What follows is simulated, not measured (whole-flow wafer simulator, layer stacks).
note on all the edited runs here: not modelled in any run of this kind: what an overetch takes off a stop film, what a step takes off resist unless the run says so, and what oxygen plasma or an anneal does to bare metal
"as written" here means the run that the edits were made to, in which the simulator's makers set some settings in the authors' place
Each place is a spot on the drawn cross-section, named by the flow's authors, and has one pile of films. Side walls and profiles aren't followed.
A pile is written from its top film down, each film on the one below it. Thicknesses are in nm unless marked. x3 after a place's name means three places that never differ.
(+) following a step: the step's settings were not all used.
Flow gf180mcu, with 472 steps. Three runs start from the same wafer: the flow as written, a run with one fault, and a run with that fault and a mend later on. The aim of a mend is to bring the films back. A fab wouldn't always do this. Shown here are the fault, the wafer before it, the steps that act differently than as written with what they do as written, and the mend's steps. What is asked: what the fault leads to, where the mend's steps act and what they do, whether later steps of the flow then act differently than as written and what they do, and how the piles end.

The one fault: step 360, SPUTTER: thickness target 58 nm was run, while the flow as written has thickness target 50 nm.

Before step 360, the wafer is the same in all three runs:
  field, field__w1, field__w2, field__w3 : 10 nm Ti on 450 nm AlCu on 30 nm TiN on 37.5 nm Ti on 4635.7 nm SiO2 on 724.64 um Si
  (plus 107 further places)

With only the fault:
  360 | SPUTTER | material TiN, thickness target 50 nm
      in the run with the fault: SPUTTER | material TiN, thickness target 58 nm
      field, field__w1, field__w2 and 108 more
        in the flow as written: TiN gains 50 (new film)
        in the run with the fault: TiN gains 58 (new film)
  Steps later in the flow that act otherwise than as written (6 more steps, not shown, differ only slightly: by at most 2% or 0.5 nm, whichever is larger):
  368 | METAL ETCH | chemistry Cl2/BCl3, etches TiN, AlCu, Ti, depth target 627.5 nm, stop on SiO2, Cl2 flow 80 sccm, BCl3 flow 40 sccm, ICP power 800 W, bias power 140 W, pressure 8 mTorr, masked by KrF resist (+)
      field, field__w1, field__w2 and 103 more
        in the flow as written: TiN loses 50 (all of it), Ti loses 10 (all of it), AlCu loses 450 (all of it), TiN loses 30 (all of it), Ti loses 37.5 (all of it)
        in the run with the fault: TiN loses 58 (all of it), Ti loses 10 (all of it), AlCu loses 450 (all of it), TiN loses 30 (all of it), Ti loses 37.5 (all of it)
  The piles end different from the flow's at field__w8, contact, m1, m1__w1, m1_nw by more than 2% or 0.5 nm, whichever is larger.
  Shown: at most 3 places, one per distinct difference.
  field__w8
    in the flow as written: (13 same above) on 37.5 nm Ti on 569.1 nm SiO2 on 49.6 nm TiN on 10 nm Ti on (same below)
    in the run with the fault: (13 same above) on 37.5 nm Ti on 561.1 nm SiO2 on 57.6 nm TiN on 10 nm Ti on (same below)
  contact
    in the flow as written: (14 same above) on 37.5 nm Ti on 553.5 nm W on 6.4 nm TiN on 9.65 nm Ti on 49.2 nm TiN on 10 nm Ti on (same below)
    in the run with the fault: (14 same above) on 37.5 nm Ti on 545.4 nm W on 6.43 nm TiN on 9.7 nm Ti on 57.2 nm TiN on 10 nm Ti on (same below)

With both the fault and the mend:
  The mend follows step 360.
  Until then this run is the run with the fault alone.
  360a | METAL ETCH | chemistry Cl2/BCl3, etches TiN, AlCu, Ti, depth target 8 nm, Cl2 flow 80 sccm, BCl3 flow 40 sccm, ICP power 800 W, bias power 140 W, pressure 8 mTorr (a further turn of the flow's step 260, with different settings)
      field, field__w1, field__w2 and 108 more
        TiN loses 8
  None of the later steps of the flow acts differently than as written at any place that is followed.
  At every place that both follow, the piles at the end match the flow's.
